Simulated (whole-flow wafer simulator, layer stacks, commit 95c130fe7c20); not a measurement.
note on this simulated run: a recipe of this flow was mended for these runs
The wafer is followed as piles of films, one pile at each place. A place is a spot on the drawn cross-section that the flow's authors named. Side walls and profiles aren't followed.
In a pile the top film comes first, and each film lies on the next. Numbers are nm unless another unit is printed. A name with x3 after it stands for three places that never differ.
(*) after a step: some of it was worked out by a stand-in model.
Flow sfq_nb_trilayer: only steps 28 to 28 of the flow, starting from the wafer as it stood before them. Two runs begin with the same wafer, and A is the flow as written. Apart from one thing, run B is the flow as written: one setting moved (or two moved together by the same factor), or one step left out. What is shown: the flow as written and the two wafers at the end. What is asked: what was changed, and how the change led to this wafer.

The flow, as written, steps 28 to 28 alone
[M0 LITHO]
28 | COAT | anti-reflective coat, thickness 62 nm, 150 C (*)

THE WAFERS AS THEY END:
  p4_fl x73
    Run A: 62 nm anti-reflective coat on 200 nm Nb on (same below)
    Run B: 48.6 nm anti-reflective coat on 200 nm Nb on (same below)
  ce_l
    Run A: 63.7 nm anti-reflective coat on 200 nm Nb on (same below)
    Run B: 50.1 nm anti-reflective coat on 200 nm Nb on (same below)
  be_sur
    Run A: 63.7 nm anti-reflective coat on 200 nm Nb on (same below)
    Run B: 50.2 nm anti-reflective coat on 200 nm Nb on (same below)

Cause: step 28, COAT: thickness 48.6 nm was run, whereas the flow has thickness 62 nm.
One can read it off the wafer: p4_fl x73 has anti-reflective coat 48.6, and step 28 as written asks for 62 nm.

Step by step, how the change led to this:
  28 | COAT | anti-reflective coat, thickness 62 nm, 150 C (*)
      p4_fl x73: A +62 anti-reflective coat (new film) | B +48.6 anti-reflective coat (new film)
      ce_l, c5j, ce_r, sp_r, be_r, r_sur, res: A +63.7 anti-reflective coat (new film) | B +50.1 anti-reflective coat (new film)
      (and at 26 other places as well)
